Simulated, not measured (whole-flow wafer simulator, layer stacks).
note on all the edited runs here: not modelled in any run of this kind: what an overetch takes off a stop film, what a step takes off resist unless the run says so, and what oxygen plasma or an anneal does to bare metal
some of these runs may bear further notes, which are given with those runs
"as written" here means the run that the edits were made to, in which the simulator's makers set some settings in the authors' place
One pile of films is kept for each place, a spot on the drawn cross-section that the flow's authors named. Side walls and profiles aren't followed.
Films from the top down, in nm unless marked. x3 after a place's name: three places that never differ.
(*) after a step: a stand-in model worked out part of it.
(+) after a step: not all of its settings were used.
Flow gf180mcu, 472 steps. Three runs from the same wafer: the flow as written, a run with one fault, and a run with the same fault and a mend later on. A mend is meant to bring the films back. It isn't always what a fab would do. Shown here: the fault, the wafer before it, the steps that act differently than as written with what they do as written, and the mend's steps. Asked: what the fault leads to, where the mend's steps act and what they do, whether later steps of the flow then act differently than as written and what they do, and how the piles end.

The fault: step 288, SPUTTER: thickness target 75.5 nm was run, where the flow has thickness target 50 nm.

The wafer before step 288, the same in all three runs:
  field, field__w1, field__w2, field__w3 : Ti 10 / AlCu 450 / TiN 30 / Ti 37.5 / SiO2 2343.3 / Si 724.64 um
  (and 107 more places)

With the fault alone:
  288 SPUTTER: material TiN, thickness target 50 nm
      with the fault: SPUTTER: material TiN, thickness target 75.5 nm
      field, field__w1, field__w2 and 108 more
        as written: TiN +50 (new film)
        with the fault: TiN +75.5 (new film)
  Later steps of the flow that act differently than as written (3 more steps differ only slightly, by at most 2% or 0.5 nm, whichever is larger, and aren't shown):
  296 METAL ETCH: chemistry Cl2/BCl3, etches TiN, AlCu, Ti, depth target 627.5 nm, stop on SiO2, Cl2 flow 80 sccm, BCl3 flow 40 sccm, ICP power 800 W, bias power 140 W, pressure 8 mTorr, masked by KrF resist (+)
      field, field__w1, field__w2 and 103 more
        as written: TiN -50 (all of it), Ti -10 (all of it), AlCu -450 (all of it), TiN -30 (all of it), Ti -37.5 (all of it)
        with the fault: TiN -75.5 (all of it), Ti -10 (all of it), AlCu -450 (all of it), TiN -30 (all of it), Ti -37.5 (all of it)
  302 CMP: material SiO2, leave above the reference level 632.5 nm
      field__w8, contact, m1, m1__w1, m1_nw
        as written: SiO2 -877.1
        with the fault: SiO2 -902.6
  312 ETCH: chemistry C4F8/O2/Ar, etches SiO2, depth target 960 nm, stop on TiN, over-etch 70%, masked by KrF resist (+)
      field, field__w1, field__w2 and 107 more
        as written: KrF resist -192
        with the fault: KrF resist -186
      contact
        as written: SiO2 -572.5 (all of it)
        with the fault: SiO2 -547 (all of it)
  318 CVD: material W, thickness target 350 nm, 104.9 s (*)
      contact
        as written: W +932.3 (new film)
        with the fault: W +906.5 (new film)
  At the end the piles differ from the flow's by more than 2% or 0.5 nm, whichever is larger, at field__w8, contact, m1, m1__w1, m1_nw.
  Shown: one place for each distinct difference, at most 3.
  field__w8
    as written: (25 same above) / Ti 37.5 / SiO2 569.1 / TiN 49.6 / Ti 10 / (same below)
    with the fault: (25 same above) / Ti 37.5 / SiO2 543.6 / TiN 75.1 / Ti 10 / (same below)
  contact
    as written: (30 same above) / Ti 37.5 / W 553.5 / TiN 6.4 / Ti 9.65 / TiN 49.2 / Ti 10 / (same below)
    with the fault: (30 same above) / Ti 37.5 / W 527.8 / TiN 6.5 / Ti 9.8 / TiN 74.7 / Ti 10 / (same below)

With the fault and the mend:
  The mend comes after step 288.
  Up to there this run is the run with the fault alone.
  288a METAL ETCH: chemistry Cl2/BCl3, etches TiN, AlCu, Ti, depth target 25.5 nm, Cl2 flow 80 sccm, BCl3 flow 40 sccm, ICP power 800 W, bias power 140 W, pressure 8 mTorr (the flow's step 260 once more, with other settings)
      field, field__w1, field__w2 and 108 more
        TiN -25.5
  No later step of the flow acts differently than as written at any place that is followed.
  At the end the piles are the same as the flow's at every place that both follow.
